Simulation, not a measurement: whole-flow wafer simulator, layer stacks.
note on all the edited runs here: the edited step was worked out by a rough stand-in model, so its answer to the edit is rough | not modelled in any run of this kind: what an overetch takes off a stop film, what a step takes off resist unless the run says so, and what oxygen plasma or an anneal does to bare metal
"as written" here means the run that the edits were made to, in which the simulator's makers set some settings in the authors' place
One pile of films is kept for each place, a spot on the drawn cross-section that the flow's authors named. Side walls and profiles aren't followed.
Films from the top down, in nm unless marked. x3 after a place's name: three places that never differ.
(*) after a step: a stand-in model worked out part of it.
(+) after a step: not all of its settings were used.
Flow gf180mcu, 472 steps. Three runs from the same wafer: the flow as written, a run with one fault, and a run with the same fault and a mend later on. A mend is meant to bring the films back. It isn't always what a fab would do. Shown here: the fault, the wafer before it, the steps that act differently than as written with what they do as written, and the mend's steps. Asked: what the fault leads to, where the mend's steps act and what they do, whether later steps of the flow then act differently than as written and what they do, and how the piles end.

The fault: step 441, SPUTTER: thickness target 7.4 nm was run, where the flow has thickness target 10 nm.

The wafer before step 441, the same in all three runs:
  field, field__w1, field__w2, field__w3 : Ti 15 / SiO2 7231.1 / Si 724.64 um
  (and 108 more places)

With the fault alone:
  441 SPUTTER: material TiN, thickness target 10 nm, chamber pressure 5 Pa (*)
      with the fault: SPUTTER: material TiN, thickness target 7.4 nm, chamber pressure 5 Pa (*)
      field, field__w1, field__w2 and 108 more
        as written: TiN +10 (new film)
        with the fault: TiN +7.4 (new film)
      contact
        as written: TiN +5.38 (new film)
        with the fault: TiN +3.99 (new film)
  Later steps of the flow that act differently than as written (1 more step differs only slightly, by at most 2% or 0.5 nm, whichever is larger, and isn't shown):
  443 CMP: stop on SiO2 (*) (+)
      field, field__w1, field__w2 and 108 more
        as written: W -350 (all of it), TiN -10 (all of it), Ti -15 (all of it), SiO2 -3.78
        with the fault: W -350 (all of it), TiN -7.4 (all of it), Ti -15 (all of it), SiO2 -3.76
  At the end the piles differ from the flow's by more than 2% or 0.5 nm, whichever is larger, at contact.
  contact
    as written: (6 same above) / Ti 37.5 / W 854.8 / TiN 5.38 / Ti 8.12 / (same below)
    with the fault: (6 same above) / Ti 37.5 / W 856.2 / TiN 3.99 / Ti 8.12 / (same below)

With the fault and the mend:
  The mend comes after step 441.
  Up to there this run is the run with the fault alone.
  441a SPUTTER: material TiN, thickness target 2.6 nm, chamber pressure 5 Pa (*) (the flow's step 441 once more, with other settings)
      field, field__w1, field__w2 and 108 more
        TiN +2.6
      contact
        TiN +1.4
  No later step of the flow acts differently than as written at any place that is followed.
  At the end the piles are the same as the flow's at every place that both follow.
